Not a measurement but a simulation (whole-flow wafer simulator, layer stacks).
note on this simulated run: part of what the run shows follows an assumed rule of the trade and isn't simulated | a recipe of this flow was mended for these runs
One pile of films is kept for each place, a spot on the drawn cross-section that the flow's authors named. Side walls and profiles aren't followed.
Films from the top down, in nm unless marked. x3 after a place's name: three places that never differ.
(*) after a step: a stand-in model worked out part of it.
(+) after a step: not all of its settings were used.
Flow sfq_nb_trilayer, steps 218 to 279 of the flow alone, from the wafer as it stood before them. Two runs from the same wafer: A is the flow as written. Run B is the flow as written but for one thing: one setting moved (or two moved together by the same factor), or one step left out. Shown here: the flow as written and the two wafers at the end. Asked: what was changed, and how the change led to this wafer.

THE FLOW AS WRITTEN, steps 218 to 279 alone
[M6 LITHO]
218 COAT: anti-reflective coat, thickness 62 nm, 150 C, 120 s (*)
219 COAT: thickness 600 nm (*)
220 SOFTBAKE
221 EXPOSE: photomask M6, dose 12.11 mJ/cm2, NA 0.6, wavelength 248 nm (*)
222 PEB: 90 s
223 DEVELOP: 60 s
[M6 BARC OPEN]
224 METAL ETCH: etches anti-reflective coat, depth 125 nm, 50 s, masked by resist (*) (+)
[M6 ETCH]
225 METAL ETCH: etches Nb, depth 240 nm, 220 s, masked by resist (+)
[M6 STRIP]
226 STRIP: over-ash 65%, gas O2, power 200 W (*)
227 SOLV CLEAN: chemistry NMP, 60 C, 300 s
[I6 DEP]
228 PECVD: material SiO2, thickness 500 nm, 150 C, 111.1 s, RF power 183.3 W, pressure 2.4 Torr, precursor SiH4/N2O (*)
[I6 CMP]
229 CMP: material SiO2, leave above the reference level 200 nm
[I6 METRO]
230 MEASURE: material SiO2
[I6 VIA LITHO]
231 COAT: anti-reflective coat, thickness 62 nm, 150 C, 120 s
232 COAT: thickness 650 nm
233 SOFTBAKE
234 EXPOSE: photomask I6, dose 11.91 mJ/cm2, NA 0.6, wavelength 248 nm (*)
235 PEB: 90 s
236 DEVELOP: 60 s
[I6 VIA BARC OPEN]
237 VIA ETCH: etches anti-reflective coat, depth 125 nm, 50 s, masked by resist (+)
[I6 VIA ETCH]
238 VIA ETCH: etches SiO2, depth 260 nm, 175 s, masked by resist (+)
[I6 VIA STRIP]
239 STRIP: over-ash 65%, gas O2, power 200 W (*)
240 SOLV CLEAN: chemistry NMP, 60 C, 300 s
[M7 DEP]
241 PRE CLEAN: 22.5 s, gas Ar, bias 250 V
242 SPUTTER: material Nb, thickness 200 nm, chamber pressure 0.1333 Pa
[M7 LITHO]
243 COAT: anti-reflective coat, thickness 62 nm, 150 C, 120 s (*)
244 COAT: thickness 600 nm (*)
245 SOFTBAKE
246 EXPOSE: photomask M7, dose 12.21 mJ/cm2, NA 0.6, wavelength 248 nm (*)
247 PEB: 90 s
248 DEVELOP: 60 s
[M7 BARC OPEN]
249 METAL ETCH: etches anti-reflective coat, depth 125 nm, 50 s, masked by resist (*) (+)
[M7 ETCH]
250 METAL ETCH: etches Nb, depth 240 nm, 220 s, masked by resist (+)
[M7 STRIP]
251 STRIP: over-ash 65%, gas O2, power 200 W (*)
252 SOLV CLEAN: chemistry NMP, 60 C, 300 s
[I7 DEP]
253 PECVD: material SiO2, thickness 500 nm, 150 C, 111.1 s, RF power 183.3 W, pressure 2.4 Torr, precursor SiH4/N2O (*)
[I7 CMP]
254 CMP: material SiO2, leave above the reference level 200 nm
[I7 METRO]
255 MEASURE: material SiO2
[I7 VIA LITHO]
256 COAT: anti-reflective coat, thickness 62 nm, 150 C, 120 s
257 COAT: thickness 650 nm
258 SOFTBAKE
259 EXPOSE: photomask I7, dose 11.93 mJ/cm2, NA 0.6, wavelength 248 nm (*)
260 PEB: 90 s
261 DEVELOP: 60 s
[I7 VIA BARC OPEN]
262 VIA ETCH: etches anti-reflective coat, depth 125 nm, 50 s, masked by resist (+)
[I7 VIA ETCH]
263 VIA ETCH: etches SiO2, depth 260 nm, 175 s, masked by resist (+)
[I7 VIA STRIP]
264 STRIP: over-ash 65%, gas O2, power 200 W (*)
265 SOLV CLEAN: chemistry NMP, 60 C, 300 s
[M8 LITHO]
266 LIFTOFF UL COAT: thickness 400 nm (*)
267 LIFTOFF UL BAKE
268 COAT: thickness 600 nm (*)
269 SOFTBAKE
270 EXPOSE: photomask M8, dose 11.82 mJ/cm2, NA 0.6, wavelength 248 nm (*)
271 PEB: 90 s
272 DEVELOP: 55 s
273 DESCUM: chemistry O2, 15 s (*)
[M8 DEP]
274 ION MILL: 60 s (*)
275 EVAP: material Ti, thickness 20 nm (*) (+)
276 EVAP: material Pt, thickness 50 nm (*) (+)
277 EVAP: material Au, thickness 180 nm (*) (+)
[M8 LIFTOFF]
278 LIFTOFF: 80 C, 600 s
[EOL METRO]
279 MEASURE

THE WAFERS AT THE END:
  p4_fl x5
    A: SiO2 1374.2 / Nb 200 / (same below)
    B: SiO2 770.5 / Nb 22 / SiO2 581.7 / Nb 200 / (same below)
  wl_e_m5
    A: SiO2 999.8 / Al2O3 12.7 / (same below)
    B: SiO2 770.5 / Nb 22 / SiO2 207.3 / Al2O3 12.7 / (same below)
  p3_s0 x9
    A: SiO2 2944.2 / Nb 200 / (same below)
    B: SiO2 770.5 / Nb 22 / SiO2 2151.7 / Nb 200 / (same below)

The cause: step 224, METAL ETCH: etches anti-reflective coat, depth 125 nm, 50 s, masked by resist (*) (+), was left out.

How the change led to this, step by step:
  225 METAL ETCH: etches Nb, depth 240 nm, 220 s, masked by resist (+)
      ln_m5, p4_fl x5, p4_w1 x9 and 46 more: A Nb -200 (all of it), SiO2 -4 | B anti-reflective coat -62 (all of it), Nb -178
      lsp_l, l0_sur, l0v: A Nb -200 (all of it), SiO2 -4 | B anti-reflective coat -63 (all of it), Nb -177
      (and at 15 more places)
  226 STRIP: over-ash 65%, gas O2, power 200 W (*)
      wl_c_m6, m6r_line_l x2: A KrF-resist-other-grade -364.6 (all of it), anti-reflective coat -62 (all of it) | B KrF-resist-other-grade -434 (all of it), anti-reflective coat -62 (all of it)
      wl_j_sl, wl_j_sr: A KrF-resist-other-grade -365.3 (all of it), anti-reflective coat -60.5 (all of it) | B KrF-resist-other-grade -434.7 (all of it), anti-reflective coat -60.5 (all of it)
      (and at 22 more places)
  228 PECVD: material SiO2, thickness 500 nm, 150 C, 111.1 s, RF power 183.3 W, pressure 2.4 Torr, precursor SiH4/N2O (*)
      field_l, p4_fl x5, p4_w1 x9 and 47 more: A SiO2 +500 | B SiO2 +500 (new film)
      lsp_l, ln_m5, lsp_m: A SiO2 +493.5 | B SiO2 +494.3 (new film)
      (and at 11 more places)
  229 CMP: material SiO2, leave above the reference level 200 nm
      p4_fl x5, p4_w1 x9, p3_s0 x9 and 35 more: A SiO2 -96 | B SiO2 -122
      r5r_line_l, r5r_line_c, r5r_line_r: A SiO2 -151.2 | B SiO2 -154.9
      (and at 12 more places)
Counting metal films that touch as one body, p4_fl x5 has 3 bodies (between them, from the top down: SiO2 581.7; SiO2 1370); the flow as written gives 2 bodies (between them, from the top down: SiO2 1370).
Counting metal films that touch as one body, wl_e_m5 has 7 bodies (between them, from the top down: SiO2 207.3 / Al2O3 12.7 / Nb2O5 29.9; SiO2 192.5; SiO2 192.5; SiO2 192.5; SiO2 192.5; SiO2 192.5); the flow as written gives 6 bodies (between them, from the top down: SiO2 192.5; SiO2 192.5; SiO2 192.5; SiO2 192.5; SiO2 192.5).
Counting metal films that touch as one body, p3_s0 x9 has 2 bodies (between them, from the top down: SiO2 2151.7); the flow as written gives 1 body.
